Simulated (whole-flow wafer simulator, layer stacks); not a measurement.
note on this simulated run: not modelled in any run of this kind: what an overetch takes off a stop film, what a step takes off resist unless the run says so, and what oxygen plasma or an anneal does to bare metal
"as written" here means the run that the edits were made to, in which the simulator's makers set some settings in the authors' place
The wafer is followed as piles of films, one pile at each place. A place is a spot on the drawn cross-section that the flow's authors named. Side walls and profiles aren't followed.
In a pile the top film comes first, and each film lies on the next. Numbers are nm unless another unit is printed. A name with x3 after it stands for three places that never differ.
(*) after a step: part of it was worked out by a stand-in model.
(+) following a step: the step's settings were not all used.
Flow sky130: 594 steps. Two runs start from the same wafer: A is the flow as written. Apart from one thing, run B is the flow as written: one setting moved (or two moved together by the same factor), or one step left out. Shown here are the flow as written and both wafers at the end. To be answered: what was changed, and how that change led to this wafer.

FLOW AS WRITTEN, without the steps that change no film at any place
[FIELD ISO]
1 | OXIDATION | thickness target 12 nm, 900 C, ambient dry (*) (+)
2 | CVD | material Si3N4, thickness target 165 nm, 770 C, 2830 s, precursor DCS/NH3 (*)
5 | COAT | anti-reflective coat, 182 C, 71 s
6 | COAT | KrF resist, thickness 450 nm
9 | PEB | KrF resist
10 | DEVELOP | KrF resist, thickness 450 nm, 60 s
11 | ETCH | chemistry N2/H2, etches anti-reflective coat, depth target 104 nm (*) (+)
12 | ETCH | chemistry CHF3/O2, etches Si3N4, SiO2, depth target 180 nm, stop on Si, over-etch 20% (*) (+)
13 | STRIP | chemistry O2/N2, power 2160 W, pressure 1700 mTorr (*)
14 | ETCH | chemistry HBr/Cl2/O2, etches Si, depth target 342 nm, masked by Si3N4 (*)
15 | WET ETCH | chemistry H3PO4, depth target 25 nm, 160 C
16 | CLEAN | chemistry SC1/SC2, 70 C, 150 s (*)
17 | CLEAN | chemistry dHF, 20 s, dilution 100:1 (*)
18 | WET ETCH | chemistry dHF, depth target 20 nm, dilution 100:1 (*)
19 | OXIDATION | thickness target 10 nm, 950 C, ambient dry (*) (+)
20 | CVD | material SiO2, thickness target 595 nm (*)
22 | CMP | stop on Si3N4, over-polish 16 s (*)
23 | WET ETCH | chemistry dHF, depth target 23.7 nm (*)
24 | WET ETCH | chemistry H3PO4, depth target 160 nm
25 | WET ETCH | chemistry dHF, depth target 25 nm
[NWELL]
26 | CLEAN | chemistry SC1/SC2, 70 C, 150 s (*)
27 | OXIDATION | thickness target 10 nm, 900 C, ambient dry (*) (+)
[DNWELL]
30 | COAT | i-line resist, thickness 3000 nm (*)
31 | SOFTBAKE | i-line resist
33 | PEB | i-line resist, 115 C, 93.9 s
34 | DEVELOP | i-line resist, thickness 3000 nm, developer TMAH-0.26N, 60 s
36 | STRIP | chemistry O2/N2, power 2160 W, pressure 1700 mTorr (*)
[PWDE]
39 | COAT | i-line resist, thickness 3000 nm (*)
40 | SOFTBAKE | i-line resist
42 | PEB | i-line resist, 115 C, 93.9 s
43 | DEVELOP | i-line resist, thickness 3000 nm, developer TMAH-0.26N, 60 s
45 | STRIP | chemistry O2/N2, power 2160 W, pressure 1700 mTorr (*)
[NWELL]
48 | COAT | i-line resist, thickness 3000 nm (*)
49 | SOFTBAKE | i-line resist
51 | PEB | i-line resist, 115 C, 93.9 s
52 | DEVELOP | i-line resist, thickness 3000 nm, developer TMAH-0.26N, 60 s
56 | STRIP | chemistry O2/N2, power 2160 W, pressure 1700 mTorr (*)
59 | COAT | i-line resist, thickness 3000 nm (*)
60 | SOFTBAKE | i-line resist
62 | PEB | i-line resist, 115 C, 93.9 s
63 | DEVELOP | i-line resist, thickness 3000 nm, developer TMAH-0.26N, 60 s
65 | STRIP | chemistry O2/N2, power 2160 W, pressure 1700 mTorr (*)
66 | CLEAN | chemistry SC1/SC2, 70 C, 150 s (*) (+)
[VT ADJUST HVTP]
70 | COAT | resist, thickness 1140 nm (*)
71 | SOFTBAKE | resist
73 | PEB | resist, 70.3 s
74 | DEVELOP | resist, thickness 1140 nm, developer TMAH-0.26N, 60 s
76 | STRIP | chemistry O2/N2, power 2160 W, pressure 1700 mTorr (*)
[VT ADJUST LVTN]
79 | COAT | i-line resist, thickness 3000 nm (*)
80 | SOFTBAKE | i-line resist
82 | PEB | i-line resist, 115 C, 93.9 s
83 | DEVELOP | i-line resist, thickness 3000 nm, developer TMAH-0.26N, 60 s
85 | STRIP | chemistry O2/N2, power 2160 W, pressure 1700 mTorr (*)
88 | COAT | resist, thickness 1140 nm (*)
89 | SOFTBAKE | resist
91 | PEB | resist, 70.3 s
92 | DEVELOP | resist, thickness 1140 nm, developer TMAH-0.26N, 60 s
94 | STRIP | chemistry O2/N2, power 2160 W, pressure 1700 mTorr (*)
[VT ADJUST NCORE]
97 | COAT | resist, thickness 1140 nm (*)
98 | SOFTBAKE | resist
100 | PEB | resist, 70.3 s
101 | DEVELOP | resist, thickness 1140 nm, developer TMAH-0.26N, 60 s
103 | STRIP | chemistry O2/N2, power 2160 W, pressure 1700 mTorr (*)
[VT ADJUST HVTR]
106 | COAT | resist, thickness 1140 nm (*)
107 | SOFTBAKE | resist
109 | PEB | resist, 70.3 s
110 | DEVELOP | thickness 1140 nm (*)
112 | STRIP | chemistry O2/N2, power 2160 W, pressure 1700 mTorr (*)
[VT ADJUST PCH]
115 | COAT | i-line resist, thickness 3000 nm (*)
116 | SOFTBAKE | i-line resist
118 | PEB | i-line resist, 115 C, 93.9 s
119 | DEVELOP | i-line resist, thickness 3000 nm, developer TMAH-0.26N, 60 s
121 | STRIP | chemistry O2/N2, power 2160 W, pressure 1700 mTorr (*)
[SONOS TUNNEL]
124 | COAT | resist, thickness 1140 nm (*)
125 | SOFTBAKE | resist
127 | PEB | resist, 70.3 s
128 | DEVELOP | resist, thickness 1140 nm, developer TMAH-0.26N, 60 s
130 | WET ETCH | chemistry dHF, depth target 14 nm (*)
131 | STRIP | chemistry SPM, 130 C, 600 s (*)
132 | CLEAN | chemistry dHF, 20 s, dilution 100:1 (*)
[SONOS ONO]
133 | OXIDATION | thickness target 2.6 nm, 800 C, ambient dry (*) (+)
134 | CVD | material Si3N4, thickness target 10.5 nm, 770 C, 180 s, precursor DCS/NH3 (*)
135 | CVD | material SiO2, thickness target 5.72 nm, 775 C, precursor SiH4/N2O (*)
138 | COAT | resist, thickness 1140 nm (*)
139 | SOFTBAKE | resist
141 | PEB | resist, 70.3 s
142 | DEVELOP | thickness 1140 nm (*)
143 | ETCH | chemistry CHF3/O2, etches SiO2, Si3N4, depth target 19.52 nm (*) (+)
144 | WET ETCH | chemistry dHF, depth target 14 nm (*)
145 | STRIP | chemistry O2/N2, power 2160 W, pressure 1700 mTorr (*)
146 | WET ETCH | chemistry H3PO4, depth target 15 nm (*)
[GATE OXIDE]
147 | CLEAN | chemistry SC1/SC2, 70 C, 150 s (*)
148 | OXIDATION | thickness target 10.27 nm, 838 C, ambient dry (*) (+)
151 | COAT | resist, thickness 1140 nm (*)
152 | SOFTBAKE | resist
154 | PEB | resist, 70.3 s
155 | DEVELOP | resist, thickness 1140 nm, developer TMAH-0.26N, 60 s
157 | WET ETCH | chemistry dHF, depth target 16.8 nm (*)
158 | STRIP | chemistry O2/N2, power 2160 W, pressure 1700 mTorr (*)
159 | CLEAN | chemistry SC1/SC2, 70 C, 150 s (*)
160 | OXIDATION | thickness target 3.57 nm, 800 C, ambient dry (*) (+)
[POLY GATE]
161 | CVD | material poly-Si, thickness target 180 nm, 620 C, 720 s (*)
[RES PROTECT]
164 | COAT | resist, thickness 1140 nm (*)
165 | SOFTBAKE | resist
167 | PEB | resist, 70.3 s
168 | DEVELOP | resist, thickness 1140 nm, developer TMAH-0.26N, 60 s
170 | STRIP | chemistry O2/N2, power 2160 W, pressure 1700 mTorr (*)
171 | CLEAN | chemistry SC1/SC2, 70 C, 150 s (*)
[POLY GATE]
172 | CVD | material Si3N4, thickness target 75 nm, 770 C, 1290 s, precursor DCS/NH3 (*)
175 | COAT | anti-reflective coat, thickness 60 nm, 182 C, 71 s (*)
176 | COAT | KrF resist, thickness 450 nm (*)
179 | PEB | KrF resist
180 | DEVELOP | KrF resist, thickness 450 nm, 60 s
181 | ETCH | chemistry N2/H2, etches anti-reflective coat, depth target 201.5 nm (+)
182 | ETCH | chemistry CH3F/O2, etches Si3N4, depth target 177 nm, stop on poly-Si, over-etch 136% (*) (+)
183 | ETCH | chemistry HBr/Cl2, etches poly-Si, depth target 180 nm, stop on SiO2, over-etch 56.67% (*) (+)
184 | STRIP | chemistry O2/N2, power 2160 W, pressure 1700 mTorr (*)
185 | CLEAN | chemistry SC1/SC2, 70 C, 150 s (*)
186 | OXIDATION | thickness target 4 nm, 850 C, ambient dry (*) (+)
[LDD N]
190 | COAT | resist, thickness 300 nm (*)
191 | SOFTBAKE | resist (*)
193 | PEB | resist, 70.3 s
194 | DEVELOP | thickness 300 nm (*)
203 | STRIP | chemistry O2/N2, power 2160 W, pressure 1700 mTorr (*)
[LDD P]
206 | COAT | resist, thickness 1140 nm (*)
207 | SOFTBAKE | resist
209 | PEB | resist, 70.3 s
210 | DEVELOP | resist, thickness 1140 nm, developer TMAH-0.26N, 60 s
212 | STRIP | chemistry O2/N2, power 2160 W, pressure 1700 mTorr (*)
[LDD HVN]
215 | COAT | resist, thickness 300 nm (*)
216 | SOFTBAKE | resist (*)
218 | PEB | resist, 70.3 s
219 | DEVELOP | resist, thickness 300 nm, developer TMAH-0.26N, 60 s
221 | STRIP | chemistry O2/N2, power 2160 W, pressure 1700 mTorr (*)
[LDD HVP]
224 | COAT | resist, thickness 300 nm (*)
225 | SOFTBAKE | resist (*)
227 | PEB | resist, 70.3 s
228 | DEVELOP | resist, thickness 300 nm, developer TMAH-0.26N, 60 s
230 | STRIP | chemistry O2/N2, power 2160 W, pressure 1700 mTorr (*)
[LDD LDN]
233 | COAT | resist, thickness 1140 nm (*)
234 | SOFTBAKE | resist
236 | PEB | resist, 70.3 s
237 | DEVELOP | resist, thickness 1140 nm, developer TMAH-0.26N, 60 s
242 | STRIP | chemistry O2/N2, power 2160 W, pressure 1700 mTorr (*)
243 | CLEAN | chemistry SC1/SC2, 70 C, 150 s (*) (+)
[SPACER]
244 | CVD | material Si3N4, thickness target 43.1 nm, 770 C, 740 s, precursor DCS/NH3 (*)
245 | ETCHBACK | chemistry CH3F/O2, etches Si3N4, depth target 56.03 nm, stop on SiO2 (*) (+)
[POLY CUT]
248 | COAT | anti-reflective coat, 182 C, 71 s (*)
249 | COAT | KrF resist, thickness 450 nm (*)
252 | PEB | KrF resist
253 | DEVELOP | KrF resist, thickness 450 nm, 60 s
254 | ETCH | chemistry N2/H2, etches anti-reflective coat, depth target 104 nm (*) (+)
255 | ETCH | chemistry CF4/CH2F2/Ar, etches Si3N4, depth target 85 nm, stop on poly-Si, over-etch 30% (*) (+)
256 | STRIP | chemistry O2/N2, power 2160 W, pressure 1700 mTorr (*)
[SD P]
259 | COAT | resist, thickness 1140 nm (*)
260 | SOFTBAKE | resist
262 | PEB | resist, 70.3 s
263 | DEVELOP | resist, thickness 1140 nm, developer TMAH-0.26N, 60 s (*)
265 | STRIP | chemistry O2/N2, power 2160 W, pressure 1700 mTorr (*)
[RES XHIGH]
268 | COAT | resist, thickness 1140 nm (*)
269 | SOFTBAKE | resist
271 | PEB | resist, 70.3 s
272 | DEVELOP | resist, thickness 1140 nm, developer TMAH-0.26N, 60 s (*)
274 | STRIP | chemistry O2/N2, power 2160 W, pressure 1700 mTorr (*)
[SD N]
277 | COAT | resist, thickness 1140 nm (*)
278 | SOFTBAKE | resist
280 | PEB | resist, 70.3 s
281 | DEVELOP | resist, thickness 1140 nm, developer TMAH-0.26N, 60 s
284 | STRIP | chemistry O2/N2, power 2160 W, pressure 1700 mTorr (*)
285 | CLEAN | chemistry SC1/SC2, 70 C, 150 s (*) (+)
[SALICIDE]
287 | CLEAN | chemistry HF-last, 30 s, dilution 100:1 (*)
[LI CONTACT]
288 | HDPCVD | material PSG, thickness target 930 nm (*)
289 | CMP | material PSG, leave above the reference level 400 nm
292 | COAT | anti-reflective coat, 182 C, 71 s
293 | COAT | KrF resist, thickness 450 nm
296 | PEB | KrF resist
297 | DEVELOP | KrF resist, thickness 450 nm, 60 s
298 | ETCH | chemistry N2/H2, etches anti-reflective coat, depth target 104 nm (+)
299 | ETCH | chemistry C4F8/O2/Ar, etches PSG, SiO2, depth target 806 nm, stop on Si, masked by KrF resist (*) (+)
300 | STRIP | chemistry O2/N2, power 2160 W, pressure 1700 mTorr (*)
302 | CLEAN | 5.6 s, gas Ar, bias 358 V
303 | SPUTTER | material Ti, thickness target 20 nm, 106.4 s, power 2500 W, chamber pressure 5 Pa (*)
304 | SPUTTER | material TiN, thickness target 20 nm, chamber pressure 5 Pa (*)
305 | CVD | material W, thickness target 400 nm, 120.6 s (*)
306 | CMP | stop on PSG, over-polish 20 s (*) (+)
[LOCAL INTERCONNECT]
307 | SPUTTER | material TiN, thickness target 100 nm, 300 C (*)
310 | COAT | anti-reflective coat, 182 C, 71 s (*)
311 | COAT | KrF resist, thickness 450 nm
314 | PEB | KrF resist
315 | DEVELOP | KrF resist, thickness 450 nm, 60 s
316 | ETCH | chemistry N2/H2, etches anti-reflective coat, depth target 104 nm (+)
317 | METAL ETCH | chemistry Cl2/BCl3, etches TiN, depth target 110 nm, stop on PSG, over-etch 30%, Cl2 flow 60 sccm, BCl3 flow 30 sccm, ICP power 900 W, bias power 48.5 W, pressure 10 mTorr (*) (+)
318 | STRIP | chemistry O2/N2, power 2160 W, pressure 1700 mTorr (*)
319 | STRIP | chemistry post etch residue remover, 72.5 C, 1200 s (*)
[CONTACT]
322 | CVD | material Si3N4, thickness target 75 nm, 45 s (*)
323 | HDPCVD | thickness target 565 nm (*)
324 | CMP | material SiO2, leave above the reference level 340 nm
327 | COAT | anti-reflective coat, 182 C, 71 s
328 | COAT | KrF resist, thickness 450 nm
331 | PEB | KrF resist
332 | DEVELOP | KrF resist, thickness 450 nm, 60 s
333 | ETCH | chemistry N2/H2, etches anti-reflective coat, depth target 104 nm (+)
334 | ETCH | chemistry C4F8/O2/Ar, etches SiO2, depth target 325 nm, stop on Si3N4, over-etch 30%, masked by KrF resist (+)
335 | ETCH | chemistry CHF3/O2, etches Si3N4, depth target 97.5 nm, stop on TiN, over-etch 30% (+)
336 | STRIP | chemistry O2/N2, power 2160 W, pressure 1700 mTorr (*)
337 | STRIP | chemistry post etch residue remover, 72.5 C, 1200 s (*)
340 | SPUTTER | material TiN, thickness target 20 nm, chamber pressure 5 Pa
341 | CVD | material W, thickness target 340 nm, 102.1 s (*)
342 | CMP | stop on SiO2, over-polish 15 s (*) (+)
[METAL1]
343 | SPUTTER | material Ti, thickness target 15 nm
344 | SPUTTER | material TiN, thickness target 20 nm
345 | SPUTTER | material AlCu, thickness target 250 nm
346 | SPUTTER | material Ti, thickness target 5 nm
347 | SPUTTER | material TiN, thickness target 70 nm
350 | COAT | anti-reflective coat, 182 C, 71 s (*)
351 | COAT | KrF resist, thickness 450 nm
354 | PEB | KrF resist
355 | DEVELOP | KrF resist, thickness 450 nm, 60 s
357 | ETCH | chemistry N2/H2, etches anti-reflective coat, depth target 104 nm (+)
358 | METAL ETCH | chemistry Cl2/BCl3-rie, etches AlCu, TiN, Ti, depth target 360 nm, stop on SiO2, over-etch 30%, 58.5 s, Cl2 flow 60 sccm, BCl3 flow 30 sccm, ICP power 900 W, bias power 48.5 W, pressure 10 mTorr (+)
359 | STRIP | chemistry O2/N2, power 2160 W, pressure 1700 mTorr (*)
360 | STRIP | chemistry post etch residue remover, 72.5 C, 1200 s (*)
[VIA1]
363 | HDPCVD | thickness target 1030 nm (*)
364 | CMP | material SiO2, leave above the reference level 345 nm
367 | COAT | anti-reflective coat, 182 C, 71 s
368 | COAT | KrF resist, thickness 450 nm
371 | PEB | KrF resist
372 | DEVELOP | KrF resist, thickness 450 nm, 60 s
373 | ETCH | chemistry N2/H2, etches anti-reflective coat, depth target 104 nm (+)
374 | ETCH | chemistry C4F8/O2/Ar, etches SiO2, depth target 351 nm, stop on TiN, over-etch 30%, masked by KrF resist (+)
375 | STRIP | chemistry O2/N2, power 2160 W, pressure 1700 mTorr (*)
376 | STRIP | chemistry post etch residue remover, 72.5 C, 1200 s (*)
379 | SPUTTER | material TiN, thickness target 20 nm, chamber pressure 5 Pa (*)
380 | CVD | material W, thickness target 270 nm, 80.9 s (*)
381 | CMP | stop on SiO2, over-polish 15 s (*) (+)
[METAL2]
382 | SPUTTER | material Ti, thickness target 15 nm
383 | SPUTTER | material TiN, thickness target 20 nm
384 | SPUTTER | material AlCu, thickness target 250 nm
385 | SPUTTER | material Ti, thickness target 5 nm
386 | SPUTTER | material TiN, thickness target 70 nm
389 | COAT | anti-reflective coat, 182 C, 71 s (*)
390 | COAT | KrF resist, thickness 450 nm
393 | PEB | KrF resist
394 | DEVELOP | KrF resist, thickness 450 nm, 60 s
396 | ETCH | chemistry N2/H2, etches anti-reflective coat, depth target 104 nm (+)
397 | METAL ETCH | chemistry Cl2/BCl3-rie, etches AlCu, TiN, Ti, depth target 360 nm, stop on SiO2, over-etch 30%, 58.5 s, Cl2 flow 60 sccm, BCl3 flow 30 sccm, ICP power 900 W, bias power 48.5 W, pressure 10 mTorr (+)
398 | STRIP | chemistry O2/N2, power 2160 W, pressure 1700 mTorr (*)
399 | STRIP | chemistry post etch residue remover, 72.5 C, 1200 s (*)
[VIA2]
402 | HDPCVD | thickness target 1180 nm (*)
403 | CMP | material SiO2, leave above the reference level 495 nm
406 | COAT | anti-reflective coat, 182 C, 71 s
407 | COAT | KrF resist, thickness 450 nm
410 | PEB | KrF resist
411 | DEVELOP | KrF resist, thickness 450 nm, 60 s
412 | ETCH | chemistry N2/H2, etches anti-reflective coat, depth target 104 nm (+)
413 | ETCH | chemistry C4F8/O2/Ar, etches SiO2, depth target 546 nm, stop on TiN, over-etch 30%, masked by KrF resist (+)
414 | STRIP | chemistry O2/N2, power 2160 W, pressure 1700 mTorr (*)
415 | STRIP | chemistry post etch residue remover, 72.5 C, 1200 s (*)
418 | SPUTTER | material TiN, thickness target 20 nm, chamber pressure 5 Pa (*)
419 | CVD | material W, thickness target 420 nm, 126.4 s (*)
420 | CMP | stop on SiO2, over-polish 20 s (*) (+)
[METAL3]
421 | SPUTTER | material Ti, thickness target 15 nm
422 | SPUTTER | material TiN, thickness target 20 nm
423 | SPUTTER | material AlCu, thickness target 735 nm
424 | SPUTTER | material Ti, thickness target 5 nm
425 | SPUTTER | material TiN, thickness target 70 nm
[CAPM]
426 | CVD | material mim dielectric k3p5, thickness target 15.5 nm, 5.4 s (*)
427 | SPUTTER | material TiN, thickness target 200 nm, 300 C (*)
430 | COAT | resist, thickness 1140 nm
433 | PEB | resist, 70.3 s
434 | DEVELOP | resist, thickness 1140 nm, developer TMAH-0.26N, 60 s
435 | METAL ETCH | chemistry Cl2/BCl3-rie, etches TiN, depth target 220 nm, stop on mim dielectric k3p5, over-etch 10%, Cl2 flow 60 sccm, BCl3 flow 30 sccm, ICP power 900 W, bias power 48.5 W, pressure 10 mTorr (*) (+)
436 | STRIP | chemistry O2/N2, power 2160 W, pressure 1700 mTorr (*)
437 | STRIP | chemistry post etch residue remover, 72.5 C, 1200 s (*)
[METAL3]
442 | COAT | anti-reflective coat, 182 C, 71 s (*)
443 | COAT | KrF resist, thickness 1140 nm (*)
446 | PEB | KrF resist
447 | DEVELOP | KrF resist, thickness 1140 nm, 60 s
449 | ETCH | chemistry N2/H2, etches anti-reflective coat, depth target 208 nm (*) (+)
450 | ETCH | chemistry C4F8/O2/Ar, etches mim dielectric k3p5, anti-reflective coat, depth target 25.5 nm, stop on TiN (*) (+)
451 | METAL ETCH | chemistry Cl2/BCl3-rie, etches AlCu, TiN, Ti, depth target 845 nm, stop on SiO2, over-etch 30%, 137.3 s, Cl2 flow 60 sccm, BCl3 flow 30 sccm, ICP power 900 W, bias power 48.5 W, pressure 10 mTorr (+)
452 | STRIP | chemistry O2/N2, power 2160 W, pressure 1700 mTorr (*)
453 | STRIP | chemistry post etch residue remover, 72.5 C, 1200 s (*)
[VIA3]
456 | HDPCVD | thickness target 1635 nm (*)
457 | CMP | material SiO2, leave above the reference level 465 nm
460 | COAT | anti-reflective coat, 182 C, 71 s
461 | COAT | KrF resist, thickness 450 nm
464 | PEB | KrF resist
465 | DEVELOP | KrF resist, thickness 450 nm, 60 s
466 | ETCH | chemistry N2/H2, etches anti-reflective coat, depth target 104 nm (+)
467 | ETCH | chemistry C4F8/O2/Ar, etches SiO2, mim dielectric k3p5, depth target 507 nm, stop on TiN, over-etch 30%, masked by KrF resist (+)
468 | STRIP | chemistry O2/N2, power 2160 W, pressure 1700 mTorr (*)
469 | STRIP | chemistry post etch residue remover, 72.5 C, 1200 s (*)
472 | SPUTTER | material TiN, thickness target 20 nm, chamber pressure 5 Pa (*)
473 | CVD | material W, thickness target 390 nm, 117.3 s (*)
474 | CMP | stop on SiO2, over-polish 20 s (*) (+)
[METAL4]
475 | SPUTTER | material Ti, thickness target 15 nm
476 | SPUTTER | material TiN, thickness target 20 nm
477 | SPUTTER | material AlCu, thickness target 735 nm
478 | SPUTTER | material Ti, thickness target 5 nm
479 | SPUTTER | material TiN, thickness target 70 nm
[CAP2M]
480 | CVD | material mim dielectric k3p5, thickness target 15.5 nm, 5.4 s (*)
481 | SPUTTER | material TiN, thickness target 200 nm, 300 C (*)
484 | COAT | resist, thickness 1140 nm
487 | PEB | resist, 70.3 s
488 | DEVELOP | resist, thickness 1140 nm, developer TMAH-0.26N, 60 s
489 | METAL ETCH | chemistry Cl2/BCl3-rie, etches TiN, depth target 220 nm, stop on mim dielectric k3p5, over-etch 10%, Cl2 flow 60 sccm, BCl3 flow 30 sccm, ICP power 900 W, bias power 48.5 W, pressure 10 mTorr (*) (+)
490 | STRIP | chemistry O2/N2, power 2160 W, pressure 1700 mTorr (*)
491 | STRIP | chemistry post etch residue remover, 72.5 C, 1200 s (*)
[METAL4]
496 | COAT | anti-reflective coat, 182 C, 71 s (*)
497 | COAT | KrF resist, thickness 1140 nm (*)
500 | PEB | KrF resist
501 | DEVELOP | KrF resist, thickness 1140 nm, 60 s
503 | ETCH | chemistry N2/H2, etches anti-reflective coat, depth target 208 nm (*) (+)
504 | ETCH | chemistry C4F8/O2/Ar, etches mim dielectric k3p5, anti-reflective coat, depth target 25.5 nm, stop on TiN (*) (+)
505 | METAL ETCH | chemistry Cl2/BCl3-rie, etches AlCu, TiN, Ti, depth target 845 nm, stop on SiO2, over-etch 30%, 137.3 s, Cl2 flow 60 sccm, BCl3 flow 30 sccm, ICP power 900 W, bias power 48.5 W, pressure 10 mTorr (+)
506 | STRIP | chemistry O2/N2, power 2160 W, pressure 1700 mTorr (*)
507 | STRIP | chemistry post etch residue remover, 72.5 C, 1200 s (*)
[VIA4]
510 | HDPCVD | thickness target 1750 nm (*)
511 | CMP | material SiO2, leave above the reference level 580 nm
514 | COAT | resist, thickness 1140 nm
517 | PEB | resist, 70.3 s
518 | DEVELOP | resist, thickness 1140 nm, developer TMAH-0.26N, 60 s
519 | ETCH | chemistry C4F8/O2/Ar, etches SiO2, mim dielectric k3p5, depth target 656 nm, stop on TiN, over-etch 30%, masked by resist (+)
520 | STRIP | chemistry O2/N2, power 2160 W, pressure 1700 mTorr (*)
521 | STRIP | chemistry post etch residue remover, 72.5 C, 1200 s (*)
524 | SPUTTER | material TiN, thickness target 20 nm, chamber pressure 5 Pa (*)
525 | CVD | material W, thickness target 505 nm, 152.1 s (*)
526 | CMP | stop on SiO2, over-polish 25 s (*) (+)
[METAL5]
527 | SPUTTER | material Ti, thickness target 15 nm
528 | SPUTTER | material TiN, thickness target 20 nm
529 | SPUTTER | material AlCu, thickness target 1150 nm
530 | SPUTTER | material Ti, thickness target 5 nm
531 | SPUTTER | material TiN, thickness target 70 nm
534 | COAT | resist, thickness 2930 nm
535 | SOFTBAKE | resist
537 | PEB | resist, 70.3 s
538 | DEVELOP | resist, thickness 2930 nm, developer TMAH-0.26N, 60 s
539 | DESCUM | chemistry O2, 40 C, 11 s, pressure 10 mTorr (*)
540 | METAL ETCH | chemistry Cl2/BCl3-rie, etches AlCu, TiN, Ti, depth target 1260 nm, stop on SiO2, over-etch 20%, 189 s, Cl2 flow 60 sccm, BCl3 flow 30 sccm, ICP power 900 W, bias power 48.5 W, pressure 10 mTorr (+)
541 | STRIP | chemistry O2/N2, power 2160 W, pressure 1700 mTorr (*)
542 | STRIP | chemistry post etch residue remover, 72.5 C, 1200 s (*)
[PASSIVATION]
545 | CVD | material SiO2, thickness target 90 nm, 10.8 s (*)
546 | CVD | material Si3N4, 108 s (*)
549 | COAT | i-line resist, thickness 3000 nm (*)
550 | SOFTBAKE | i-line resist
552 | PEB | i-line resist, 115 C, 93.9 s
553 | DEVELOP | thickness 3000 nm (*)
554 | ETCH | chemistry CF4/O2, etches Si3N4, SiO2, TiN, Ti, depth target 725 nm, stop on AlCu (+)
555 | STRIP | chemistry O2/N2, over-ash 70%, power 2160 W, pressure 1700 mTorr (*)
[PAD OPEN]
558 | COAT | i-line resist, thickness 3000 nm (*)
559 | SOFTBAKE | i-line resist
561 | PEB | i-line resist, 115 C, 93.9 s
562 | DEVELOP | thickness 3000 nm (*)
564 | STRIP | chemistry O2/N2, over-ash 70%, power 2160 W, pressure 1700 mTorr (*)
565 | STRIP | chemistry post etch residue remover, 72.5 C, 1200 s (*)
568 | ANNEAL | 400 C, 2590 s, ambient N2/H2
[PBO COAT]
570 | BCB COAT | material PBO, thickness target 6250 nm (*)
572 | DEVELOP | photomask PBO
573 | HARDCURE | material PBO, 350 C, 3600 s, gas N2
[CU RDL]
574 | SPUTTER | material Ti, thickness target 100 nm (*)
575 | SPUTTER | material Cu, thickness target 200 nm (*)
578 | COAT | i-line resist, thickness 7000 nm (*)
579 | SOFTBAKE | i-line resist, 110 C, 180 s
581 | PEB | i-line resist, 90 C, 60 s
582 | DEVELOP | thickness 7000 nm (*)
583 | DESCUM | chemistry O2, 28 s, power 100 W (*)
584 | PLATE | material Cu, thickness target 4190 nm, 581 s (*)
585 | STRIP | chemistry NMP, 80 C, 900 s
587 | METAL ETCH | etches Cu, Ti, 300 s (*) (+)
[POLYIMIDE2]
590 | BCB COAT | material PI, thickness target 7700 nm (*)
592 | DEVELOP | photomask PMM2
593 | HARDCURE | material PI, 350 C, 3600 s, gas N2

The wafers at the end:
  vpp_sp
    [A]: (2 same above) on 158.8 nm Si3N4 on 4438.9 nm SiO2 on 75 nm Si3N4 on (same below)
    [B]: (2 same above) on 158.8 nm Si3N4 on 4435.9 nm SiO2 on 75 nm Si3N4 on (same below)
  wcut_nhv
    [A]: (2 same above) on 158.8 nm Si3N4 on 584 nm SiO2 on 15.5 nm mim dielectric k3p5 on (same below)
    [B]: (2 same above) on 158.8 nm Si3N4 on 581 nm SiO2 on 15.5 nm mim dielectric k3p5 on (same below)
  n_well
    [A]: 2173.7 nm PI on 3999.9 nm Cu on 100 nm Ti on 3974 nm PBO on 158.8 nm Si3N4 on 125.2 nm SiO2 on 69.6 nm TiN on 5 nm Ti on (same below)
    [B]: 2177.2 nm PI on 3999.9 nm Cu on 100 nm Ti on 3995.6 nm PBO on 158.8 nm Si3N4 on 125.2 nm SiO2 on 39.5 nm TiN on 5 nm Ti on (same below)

What caused this: step 531, SPUTTER: thickness target 39.9 nm was run, though the flow has thickness target 70 nm.

The path from the change to this, step by step:
  531 | SPUTTER | material TiN, thickness target 70 nm
      field, active, n_well and 190 more: A TiN gains 70 (new film) | B TiN gains 39.9 (new film)
  540 | METAL ETCH | chemistry Cl2/BCl3-rie, etches AlCu, TiN, Ti, depth target 1260 nm, stop on SiO2, over-etch 20%, 189 s, Cl2 flow 60 sccm, BCl3 flow 30 sccm, ICP power 900 W, bias power 48.5 W, pressure 10 mTorr (+)
      field, active, gate and 175 more: A TiN loses 70 (all of it), Ti loses 5 (all of it), AlCu loses 1150 (all of it), TiN loses 20 (all of it), Ti loses 15 (all of it), SiO2 loses 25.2 | B TiN loses 39.9 (all of it), Ti loses 5 (all of it), AlCu loses 1150 (all of it), TiN loses 20 (all of it), Ti loses 15 (all of it), SiO2 loses 28.2
  550 | SOFTBAKE | i-line resist
      gate_p_lvt, iso_guard_hv_nw: A i-line resist gains 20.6 | B i-line resist gains 20
      gate: A i-line resist loses 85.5 | B i-line resist loses 82.5
      (also at 55 further places)
  554 | ETCH | chemistry CF4/O2, etches Si3N4, SiO2, TiN, Ti, depth target 725 nm, stop on AlCu (+)
      field, active, n_well and 189 more: A i-line resist loses 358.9 | B i-line resist loses 328.8
      pad: A Si3N4 loses 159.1 (all of it), SiO2 loses 125.2 (all of it), TiN loses 69.6 (all of it), Ti loses 5 (all of it) | B Si3N4 loses 159.1 (all of it), SiO2 loses 125.2 (all of it), TiN loses 39.5 (all of it), Ti loses 5 (all of it)
  555 | STRIP | chemistry O2/N2, over-ash 70%, power 2160 W, pressure 1700 mTorr (*)
      n_well, p_well, sd_n, sd_p: A i-line resist loses 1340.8 (all of it) | B i-line resist loses 1397.4 (all of it)
      ndiff_licon_rim, ndiff_licon: A i-line resist loses 1368.9 (all of it) | B i-line resist loses 1424.7 (all of it)
      (also at 7 further places)
  559 | SOFTBAKE | i-line resist
      gate_p_lvt, iso_guard_hv_nw: A i-line resist gains 20.6 | B i-line resist gains 20
      gate: A i-line resist loses 85.5 | B i-line resist loses 82.5
      (also at 60 further places)
  579 | SOFTBAKE | i-line resist, 110 C, 180 s
      m5_stack_ln: A i-line resist loses 30 | B i-line resist loses 29.2
